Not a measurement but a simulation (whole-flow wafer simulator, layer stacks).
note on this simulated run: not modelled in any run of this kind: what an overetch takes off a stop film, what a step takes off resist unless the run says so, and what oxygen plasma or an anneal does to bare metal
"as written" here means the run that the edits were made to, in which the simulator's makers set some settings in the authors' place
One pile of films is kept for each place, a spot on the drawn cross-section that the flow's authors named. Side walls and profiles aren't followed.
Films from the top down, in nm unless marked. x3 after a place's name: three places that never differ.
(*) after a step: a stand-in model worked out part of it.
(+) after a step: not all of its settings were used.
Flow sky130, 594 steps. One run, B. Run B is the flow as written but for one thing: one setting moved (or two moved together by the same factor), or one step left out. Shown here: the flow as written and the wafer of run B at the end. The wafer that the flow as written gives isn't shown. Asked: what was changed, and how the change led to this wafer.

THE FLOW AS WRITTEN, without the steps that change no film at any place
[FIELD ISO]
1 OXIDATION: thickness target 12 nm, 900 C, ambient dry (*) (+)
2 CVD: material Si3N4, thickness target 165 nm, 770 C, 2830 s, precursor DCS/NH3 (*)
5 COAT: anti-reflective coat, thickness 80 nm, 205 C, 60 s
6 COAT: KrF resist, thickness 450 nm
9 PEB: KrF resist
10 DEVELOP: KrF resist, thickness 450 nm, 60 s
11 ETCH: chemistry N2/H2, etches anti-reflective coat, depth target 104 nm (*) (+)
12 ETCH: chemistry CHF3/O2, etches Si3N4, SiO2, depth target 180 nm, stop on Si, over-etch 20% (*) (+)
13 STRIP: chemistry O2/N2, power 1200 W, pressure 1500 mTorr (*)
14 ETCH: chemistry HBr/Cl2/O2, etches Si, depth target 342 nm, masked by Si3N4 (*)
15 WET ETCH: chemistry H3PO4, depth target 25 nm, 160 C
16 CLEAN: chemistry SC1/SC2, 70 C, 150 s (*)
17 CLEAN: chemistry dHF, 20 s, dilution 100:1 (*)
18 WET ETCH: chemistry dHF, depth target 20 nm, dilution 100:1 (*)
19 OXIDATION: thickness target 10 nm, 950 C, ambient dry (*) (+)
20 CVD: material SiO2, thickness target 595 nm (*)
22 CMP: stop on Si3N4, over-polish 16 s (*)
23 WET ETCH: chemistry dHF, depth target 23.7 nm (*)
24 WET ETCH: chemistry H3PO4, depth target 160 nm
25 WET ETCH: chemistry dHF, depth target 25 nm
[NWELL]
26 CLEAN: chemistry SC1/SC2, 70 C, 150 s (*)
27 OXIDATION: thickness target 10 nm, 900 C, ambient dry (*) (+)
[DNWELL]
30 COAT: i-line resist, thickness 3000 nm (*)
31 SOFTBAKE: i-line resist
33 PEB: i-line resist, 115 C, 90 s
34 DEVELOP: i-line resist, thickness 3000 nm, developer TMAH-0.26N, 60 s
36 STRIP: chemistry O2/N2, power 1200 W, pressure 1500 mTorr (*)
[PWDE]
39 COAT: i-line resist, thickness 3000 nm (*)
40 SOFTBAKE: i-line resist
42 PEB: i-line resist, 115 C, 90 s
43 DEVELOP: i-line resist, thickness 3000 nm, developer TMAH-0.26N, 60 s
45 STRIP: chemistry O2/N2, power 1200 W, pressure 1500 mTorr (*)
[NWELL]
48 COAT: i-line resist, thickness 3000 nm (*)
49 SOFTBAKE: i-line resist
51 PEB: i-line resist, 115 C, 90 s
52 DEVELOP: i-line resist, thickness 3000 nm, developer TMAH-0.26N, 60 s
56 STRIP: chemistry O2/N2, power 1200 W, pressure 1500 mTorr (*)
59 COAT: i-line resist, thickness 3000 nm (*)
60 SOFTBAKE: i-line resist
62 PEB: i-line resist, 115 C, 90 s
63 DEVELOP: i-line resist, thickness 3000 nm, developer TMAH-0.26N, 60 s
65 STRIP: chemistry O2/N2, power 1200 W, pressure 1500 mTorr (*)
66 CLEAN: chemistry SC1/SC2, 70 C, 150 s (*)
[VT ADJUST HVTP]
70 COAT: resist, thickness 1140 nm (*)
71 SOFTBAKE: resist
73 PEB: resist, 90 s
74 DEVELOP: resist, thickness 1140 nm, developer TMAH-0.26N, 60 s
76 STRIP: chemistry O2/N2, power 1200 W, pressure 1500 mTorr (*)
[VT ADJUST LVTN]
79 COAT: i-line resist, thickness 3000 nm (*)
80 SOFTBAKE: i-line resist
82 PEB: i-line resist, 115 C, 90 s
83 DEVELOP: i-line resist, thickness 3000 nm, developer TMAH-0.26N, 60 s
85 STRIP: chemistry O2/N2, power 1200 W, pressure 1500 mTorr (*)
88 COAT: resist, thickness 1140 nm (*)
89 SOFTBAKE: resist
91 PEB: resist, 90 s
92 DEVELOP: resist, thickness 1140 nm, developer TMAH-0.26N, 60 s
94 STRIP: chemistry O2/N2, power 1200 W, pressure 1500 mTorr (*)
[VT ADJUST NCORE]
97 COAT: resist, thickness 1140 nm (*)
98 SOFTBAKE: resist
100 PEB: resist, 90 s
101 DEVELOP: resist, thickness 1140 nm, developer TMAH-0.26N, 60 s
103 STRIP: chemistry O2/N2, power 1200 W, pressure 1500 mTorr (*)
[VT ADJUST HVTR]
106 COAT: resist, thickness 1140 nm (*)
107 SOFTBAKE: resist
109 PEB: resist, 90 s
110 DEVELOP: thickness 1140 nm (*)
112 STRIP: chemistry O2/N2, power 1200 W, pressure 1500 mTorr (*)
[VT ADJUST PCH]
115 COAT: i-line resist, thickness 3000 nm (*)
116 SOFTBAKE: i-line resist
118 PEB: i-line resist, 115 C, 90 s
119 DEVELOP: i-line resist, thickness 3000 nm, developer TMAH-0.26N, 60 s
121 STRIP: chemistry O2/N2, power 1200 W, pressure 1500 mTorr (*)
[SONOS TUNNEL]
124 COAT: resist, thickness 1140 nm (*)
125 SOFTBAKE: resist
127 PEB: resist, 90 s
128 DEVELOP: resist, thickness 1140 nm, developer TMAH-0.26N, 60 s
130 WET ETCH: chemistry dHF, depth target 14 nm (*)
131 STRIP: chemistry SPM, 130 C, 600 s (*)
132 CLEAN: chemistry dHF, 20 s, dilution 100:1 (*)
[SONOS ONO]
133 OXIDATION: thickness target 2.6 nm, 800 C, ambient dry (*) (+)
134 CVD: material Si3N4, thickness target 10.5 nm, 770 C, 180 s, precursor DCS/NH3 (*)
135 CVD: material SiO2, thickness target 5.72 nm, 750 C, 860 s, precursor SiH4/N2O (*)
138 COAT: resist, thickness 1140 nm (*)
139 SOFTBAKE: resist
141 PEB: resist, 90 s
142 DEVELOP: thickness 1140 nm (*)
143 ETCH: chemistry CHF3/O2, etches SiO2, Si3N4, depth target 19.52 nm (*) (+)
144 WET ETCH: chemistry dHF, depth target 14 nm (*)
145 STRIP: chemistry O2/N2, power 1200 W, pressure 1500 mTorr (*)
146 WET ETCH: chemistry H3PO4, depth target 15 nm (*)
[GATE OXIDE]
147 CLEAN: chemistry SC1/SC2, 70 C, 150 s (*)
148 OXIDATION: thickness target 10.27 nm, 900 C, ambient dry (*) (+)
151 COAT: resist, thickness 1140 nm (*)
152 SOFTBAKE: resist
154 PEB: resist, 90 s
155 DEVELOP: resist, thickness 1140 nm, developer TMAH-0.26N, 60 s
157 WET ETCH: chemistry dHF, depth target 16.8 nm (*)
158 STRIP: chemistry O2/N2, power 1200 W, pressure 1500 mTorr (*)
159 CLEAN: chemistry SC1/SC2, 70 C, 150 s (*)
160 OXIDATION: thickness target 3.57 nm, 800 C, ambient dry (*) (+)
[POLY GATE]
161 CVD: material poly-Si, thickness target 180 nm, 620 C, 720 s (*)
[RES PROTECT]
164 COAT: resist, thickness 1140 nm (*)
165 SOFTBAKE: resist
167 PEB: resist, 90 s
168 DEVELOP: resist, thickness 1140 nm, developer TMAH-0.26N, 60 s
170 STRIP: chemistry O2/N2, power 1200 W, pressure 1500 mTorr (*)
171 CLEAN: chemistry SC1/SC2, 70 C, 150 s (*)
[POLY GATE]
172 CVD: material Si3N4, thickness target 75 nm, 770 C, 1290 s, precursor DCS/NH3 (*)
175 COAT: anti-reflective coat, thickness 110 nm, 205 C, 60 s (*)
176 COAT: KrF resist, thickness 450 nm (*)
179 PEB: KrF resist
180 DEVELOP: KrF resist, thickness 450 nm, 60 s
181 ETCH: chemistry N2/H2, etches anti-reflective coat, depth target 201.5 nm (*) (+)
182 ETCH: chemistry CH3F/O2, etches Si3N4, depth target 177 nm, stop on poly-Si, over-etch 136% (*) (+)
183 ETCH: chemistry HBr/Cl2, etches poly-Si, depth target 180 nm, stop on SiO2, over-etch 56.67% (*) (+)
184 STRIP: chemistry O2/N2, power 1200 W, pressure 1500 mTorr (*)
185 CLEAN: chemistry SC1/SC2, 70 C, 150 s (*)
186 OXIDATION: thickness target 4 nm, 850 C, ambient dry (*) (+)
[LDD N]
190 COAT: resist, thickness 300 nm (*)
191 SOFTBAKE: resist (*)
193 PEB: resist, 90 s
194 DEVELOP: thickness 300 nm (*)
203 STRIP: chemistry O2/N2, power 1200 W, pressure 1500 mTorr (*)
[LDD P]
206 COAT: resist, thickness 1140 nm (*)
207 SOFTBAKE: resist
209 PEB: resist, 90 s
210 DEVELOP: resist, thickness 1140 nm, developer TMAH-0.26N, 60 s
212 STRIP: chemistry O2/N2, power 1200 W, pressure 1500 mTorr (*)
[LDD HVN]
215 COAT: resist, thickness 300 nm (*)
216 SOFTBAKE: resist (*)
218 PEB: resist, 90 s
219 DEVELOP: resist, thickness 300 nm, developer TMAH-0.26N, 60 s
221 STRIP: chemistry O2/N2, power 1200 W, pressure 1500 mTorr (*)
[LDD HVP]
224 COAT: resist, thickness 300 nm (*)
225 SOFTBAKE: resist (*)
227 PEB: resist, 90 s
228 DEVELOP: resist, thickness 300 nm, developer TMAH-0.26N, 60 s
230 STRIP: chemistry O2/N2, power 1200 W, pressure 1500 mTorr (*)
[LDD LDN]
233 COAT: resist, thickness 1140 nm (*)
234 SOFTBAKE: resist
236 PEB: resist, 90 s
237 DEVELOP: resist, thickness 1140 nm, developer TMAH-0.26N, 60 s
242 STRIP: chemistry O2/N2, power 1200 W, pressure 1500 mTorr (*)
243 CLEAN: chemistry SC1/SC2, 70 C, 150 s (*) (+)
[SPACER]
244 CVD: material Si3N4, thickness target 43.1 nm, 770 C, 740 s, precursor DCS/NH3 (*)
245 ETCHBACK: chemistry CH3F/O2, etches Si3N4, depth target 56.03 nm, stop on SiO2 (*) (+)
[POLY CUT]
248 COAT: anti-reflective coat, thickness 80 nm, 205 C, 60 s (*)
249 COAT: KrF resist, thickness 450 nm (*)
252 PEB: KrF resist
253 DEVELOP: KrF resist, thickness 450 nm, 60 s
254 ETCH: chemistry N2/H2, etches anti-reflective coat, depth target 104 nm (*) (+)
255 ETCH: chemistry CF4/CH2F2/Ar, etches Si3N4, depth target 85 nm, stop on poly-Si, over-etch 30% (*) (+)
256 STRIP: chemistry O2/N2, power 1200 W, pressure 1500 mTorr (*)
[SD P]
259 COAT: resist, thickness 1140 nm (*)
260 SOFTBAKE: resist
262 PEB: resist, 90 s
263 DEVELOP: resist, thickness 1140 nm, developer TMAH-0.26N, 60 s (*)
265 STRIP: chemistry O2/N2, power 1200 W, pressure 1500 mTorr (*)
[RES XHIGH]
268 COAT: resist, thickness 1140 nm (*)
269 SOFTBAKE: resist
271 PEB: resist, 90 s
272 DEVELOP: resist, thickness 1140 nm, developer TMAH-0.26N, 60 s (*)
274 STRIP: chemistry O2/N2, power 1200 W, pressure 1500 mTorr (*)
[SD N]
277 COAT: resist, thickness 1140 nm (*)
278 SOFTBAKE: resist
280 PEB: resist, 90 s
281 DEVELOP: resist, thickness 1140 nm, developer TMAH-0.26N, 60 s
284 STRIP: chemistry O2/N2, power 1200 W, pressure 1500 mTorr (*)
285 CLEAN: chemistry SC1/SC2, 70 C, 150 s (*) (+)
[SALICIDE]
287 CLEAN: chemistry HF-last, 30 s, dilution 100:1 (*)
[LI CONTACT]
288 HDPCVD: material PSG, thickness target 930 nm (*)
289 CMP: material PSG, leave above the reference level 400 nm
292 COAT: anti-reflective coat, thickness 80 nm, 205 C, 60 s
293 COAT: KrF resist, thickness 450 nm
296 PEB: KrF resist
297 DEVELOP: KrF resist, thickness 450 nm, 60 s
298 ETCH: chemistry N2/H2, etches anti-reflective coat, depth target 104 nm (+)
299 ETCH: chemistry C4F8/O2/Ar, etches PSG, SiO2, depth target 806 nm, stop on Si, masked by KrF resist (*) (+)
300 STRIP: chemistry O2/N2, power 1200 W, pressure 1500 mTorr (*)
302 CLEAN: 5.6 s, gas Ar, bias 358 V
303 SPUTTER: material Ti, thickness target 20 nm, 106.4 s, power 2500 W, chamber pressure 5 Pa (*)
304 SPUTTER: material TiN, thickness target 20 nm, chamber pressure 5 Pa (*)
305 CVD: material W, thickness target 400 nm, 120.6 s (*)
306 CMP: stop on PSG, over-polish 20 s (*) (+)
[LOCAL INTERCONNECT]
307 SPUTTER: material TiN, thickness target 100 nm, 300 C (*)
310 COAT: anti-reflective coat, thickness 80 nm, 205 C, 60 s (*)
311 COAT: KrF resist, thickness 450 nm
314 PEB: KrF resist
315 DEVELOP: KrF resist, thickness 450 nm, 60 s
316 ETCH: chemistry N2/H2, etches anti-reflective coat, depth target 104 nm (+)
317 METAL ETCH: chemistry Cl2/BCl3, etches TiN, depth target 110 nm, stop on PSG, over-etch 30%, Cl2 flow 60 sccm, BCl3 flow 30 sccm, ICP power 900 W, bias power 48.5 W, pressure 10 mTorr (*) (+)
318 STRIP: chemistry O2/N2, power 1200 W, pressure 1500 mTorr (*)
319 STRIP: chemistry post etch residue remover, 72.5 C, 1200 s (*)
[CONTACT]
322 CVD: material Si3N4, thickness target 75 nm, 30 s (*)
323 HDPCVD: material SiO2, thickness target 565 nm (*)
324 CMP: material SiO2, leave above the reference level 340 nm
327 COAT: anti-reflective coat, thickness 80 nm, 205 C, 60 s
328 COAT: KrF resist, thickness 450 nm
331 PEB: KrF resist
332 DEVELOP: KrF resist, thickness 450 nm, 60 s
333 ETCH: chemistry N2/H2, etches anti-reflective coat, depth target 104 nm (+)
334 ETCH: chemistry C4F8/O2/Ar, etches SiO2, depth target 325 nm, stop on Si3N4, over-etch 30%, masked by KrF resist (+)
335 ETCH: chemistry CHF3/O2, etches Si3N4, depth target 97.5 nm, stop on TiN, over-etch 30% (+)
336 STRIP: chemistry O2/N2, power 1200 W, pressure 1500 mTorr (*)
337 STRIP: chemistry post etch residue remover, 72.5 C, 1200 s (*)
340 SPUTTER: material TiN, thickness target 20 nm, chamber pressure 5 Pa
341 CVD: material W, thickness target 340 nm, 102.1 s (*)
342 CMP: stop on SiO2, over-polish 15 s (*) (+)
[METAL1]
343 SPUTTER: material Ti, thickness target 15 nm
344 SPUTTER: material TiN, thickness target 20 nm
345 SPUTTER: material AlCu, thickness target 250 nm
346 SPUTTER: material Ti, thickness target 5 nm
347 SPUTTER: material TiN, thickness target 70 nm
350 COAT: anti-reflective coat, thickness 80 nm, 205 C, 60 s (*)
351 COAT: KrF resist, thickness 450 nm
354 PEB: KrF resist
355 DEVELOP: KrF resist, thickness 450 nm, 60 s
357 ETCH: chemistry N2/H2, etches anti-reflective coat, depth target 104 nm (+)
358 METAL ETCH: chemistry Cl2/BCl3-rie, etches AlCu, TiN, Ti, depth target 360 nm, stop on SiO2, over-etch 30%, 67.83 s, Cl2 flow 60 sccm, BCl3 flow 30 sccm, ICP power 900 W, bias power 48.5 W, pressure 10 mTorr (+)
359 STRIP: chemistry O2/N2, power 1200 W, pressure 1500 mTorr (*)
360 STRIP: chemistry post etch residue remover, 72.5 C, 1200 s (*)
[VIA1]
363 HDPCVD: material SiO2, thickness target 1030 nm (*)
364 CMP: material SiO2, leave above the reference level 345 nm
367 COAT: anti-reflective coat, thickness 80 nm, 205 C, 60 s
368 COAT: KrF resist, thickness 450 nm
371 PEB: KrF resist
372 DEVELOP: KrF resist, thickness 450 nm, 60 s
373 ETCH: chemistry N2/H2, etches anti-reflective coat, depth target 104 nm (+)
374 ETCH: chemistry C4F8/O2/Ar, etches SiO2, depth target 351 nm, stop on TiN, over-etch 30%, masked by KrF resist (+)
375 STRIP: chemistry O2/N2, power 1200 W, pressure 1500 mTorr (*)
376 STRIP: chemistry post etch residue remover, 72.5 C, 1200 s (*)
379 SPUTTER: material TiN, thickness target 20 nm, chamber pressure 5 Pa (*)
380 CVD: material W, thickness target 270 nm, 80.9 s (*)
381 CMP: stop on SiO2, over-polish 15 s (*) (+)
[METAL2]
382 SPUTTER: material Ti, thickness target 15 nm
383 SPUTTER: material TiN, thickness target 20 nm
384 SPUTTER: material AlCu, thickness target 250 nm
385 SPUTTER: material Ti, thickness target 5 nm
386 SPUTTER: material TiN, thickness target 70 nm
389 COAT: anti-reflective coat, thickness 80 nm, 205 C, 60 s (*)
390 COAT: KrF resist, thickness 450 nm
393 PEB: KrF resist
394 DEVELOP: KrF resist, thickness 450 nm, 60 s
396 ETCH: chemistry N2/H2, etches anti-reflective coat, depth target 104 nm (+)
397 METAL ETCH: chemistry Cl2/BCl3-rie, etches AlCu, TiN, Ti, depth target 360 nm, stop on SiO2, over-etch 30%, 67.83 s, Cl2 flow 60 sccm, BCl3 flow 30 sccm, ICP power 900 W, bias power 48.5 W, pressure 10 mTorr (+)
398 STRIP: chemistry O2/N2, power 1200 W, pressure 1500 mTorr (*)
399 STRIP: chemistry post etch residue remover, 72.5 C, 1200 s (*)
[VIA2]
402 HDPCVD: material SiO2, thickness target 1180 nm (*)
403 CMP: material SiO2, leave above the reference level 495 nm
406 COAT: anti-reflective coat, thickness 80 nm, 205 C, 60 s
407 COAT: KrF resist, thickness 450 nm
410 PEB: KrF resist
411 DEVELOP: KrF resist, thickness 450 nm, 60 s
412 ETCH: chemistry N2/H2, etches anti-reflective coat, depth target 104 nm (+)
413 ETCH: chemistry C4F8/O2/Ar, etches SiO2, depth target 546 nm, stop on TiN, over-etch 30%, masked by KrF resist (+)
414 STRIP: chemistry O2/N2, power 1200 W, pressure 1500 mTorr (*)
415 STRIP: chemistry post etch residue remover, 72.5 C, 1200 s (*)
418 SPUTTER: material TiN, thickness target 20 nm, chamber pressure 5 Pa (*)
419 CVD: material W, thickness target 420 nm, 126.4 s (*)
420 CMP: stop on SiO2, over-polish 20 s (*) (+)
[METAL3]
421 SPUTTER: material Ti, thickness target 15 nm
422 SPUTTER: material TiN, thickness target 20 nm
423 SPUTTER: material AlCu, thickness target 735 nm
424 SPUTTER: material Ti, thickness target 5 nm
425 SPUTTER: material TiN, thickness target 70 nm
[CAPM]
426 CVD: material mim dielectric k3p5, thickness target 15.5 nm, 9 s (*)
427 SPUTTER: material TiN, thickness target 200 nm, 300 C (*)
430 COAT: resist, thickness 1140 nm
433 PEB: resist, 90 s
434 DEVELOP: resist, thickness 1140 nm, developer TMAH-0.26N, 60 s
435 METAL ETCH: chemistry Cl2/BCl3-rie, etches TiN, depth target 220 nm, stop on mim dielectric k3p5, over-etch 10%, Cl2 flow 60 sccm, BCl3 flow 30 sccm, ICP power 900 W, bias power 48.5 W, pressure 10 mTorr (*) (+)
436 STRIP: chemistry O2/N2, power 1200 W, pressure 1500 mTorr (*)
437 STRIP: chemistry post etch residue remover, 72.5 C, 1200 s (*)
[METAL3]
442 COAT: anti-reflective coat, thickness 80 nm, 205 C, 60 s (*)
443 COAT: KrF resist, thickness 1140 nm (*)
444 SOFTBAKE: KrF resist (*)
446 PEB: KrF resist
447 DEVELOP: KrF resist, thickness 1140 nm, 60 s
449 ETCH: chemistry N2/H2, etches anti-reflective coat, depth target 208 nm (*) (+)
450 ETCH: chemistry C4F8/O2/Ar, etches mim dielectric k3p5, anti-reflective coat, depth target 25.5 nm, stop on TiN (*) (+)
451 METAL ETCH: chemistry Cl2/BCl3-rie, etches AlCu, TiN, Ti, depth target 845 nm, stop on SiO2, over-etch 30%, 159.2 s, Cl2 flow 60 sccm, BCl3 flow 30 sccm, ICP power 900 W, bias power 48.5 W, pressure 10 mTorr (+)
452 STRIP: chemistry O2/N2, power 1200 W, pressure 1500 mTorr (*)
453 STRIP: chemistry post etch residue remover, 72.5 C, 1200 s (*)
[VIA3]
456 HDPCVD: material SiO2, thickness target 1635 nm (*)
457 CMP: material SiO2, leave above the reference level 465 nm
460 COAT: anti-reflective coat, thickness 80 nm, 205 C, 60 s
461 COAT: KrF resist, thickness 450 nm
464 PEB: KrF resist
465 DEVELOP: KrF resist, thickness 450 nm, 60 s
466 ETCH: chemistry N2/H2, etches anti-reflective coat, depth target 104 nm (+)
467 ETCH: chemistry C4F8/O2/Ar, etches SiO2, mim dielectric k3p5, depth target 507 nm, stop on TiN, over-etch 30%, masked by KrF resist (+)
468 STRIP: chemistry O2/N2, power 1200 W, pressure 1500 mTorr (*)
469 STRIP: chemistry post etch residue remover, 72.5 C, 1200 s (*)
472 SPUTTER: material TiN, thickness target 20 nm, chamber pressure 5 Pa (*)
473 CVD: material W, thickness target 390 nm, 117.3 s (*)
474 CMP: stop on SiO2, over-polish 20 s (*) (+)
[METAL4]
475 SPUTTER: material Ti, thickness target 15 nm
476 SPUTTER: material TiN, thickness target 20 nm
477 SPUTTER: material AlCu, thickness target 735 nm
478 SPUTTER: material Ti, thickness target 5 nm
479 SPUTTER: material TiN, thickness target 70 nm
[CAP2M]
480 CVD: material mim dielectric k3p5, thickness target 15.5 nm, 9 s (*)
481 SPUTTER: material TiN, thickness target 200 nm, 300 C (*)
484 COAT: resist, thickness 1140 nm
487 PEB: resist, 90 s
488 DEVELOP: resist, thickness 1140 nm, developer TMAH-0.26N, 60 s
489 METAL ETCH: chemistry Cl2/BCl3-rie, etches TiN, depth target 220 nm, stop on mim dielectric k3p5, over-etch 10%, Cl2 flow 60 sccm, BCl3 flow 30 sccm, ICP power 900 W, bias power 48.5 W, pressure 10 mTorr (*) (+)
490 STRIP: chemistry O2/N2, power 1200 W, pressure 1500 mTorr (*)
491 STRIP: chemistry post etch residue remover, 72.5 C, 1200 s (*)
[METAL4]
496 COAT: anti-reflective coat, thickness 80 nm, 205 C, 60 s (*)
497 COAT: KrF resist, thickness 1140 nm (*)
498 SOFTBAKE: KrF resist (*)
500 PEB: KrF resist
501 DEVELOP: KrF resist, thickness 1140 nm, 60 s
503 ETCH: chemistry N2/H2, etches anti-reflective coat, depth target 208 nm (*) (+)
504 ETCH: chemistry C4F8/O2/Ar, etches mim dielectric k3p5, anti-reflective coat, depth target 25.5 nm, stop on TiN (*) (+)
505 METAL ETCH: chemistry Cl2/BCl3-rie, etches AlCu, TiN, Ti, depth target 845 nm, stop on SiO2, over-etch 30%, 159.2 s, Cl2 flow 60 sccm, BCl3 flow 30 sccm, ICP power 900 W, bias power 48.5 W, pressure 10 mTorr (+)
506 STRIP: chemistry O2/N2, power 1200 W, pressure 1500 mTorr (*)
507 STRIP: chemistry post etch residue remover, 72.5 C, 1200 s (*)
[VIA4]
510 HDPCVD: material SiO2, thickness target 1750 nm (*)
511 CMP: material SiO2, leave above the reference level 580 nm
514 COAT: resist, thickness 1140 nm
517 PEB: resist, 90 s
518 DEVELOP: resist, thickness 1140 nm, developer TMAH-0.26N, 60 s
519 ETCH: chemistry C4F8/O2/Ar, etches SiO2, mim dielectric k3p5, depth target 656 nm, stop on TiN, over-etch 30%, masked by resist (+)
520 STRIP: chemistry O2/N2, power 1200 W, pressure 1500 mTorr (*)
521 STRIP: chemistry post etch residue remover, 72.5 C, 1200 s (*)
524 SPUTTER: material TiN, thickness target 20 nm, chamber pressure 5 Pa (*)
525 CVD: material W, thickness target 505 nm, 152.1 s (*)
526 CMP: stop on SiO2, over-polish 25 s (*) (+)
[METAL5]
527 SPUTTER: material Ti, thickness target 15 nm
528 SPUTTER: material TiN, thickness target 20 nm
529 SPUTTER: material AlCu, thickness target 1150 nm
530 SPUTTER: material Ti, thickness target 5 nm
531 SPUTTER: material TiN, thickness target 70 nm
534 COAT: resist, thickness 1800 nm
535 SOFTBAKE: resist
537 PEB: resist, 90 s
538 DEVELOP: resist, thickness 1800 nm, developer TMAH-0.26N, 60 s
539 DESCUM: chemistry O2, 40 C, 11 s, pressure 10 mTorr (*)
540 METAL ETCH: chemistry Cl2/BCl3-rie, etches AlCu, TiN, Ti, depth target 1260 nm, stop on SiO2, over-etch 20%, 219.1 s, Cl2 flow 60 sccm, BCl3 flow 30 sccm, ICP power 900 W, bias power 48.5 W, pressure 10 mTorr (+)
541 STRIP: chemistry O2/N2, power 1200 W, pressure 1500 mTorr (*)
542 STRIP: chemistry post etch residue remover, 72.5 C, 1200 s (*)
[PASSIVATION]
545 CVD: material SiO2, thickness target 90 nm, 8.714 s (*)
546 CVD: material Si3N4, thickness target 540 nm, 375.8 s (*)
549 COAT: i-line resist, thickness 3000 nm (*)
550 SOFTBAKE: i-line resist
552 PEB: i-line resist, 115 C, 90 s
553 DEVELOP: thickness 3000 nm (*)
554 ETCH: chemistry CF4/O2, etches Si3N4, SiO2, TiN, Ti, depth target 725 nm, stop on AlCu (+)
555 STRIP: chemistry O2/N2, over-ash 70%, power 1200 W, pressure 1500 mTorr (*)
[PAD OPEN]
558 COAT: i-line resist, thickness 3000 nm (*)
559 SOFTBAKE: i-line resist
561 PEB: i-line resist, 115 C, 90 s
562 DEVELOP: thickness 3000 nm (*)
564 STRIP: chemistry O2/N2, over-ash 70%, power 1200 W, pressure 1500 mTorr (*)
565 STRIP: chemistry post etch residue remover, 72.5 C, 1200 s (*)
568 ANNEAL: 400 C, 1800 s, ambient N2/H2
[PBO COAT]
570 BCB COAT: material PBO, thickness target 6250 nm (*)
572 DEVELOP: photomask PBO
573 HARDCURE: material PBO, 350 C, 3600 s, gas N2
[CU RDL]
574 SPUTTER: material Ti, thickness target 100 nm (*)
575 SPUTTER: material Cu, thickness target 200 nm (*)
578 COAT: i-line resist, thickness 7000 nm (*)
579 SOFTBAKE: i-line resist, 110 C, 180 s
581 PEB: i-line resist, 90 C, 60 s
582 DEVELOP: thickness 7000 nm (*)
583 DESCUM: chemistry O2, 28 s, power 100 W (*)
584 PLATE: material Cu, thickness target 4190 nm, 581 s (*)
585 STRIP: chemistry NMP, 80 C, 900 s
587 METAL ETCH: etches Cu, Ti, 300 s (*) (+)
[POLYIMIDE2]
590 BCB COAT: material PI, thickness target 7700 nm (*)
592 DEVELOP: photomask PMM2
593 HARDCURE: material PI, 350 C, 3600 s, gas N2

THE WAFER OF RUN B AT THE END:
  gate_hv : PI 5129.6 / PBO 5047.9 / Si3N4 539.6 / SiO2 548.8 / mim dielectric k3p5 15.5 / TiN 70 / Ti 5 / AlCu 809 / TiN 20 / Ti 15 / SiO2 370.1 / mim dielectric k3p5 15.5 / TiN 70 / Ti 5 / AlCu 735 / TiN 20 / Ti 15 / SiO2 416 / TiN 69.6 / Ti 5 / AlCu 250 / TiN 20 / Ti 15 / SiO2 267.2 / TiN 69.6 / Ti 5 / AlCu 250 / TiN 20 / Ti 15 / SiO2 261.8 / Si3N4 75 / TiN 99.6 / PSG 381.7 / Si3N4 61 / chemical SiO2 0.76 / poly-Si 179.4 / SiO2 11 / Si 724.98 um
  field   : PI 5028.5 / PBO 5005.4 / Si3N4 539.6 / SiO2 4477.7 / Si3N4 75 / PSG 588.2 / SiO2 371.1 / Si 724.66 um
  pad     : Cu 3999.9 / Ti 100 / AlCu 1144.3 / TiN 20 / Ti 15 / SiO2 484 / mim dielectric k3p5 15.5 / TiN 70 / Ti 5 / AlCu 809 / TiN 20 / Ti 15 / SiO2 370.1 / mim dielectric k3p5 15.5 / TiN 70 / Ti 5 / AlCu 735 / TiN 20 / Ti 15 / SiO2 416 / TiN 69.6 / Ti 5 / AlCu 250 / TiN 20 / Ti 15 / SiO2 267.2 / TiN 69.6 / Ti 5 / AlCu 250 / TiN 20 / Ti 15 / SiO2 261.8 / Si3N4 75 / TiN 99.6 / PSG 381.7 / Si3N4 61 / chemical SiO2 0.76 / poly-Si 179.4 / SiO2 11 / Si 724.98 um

The cause: step 477, SPUTTER: thickness target 809 nm was run, where the flow has thickness target 735 nm.
It can be read off the wafer: gate_hv has AlCu 809, and step 477 as written asks for 735 nm.

How the change led to this, step by step:
  477 SPUTTER: material AlCu, thickness target 735 nm
      field, active, n_well and 189 more: AlCu +809 (new film) (as written it would be: AlCu +735 (new film))
  505 METAL ETCH: chemistry Cl2/BCl3-rie, etches AlCu, TiN, Ti, depth target 845 nm, stop on SiO2, over-etch 30%, 159.2 s, Cl2 flow 60 sccm, BCl3 flow 30 sccm, ICP power 900 W, bias power 48.5 W, pressure 10 mTorr (+)
      field, active, gate and 63 more: TiN -70 (all of it), Ti -5 (all of it), AlCu -809 (all of it), TiN -20 (all of it), Ti -15 (all of it), SiO2 -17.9 (as written it would be: TiN -70 (all of it), Ti -5 (all of it), AlCu -735 (all of it), TiN -20 (all of it), Ti -15 (all of it), SiO2 -25.4)
      vpp_iso1, m1_ln, poly_licon and 8 more: TiN -70 (all of it), Ti -5 (all of it), AlCu -809 (all of it), TiN -20 (all of it), Ti -15 (all of it), SiO2 -17.9 (as written it would be: TiN -70 (all of it), Ti -5 (all of it), AlCu -735 (all of it), TiN -20 (all of it), Ti -15 (all of it), SiO2 -25.3)
      (and at 11 more places)
  511 CMP: material SiO2, leave above the reference level 580 nm
      field, active, gate and 66 more: SiO2 -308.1 (as written it would be: SiO2 -374.7)
      vpp_ln, vpp_iso2, mim_edge_plate and 7 more: SiO2 -308 (as written it would be: SiO2 -374.7)
      (and at 9 more places)
